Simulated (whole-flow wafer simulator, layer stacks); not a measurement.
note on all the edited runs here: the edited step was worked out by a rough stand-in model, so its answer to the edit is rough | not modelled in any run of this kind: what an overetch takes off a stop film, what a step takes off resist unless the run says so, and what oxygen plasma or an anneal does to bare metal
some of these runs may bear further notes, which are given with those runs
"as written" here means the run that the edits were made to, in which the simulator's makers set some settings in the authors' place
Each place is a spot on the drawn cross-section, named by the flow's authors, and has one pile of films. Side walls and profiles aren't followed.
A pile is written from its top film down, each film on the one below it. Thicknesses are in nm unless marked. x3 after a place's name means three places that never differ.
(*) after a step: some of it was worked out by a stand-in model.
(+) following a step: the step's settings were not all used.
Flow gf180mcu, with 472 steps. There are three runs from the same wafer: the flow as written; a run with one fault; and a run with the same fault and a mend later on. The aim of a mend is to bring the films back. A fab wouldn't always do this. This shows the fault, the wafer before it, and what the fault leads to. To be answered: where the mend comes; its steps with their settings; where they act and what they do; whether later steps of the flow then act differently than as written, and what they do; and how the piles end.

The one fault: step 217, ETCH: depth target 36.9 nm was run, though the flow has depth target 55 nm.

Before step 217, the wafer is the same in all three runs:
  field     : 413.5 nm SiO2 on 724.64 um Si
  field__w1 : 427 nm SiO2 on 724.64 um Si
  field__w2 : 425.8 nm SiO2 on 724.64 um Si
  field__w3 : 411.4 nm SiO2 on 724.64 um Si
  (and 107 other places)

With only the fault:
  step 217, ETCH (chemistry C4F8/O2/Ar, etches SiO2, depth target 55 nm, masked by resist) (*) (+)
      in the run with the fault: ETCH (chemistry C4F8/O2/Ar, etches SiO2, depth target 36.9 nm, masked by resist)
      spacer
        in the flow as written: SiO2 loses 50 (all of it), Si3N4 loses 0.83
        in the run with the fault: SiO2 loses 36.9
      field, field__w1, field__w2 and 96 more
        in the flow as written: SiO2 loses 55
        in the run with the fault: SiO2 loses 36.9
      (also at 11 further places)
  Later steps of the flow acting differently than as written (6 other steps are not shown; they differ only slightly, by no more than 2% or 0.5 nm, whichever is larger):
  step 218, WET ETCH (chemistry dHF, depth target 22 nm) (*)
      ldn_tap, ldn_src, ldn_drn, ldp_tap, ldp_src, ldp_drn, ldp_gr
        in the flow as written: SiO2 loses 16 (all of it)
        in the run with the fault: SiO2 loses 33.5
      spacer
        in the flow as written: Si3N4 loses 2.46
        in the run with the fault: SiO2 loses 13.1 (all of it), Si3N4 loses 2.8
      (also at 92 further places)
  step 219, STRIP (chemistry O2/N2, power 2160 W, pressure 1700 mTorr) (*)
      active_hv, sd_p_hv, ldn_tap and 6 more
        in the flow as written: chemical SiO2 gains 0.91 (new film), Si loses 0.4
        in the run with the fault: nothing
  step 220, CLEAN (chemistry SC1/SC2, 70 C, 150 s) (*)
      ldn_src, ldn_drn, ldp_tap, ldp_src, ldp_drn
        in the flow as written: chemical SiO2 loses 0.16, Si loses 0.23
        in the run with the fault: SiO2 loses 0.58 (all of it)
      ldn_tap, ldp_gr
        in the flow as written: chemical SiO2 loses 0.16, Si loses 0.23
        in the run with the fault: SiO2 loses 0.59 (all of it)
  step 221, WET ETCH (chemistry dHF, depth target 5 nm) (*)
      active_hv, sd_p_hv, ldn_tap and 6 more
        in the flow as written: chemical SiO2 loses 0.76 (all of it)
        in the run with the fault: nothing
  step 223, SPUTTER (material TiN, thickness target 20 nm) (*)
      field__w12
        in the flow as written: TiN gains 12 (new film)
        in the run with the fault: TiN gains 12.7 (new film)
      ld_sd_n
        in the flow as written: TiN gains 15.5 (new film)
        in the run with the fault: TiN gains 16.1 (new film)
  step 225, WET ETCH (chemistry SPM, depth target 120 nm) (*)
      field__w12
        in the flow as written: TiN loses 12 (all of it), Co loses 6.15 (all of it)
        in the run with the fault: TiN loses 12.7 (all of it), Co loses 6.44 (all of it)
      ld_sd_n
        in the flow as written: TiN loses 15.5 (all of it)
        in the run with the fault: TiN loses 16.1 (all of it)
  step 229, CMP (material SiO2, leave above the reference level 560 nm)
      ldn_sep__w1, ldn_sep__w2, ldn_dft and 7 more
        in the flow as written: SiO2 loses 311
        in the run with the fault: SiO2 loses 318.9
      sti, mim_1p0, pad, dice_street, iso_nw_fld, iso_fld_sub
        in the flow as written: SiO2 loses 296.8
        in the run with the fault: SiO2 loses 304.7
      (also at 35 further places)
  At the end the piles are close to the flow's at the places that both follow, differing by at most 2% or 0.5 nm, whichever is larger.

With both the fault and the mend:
  After step 217 comes the mend.
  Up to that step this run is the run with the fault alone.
  step 217a, ETCH (chemistry C4F8/O2/Ar, etches SiO2, depth target 18.1 nm, masked by resist) (*) (+) (the flow's step 217, run once more with other settings)
      field, field__w1, field__w2 and 96 more
        SiO2 loses 18.1
      field__w5, field__w9, field__w13 and 8 more
        resist loses 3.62
      spacer
        SiO2 loses 13.1 (all of it), Si3N4 loses 0.83
  None of the later steps of the flow differs from how it acts as written, at any place that is followed, by more than 2% or 0.5 nm, whichever is larger.
  At the end the piles are close to the flow's at the places that both follow, differing by at most 2% or 0.5 nm, whichever is larger.
